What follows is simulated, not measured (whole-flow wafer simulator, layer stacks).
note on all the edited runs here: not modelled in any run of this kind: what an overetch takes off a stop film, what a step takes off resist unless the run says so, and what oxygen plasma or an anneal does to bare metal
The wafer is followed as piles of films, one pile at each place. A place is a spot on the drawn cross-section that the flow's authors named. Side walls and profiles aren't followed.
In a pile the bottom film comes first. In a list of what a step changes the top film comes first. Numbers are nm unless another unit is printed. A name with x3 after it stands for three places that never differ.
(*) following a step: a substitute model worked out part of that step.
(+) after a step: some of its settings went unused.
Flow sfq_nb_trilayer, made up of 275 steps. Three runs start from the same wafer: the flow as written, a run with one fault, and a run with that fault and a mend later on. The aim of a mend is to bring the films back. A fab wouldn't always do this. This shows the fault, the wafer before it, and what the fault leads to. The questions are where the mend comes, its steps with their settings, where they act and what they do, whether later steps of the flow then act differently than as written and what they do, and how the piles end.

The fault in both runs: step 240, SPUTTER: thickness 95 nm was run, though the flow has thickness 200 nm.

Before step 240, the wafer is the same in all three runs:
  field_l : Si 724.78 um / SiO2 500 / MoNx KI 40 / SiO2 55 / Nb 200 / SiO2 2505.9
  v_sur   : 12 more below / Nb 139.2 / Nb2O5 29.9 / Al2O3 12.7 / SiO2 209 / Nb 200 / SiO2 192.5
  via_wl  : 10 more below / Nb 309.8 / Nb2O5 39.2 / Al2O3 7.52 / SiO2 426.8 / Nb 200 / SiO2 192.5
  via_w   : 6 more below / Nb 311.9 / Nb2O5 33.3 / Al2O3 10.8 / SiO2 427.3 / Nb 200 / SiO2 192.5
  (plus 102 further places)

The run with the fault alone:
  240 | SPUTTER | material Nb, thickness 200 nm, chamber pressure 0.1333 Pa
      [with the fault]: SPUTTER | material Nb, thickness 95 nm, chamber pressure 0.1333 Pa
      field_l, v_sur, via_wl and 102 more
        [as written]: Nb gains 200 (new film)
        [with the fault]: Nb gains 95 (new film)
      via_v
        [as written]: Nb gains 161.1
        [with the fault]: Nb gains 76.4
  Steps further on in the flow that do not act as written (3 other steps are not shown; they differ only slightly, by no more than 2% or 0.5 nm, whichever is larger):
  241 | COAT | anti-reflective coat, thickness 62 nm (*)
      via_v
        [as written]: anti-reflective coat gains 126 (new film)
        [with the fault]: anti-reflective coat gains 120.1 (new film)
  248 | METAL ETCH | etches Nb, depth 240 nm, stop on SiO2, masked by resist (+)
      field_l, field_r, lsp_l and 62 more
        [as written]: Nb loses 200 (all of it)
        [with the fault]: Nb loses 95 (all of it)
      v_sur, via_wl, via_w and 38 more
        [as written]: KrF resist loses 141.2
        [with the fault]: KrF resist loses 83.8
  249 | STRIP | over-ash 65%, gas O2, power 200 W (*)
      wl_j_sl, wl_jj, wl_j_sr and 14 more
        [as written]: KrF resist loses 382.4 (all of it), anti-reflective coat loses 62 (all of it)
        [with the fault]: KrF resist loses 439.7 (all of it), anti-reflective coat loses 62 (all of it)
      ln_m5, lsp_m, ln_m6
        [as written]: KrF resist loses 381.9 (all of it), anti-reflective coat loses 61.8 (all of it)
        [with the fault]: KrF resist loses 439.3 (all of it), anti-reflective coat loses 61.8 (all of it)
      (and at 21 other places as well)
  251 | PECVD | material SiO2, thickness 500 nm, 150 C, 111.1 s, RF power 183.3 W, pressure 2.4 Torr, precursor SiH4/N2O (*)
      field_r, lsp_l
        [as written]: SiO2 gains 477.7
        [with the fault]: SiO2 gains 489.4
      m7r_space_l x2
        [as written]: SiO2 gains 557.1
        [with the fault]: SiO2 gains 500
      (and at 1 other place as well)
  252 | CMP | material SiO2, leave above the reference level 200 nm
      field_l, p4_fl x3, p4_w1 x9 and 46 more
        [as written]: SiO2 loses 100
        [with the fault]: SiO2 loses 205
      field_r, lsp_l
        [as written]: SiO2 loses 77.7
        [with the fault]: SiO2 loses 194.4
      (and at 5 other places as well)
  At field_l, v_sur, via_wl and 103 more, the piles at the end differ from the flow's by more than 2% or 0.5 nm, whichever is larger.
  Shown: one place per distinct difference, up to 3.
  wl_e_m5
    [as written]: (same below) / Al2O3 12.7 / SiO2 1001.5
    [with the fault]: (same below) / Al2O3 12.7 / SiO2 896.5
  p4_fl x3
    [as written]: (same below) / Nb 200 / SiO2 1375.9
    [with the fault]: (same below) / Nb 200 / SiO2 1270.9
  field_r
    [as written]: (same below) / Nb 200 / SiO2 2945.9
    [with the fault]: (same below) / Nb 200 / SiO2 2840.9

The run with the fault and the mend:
  The mend stands after step 240.
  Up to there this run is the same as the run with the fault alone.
  240a | SPUTTER | material Nb, thickness 105 nm, chamber pressure 0.1333 Pa (a further turn of the flow's step 240, with different settings)
      field_l, v_sur, via_wl and 102 more
        Nb gains 105
      via_v
        Nb gains 82.4
  Every later step of the flow that is run acts as written, at every place that is followed, to within 2% or 0.5 nm, whichever is larger.
  At the end the piles are close to the flow's at the places that both follow, differing by at most 2% or 0.5 nm, whichever is larger.
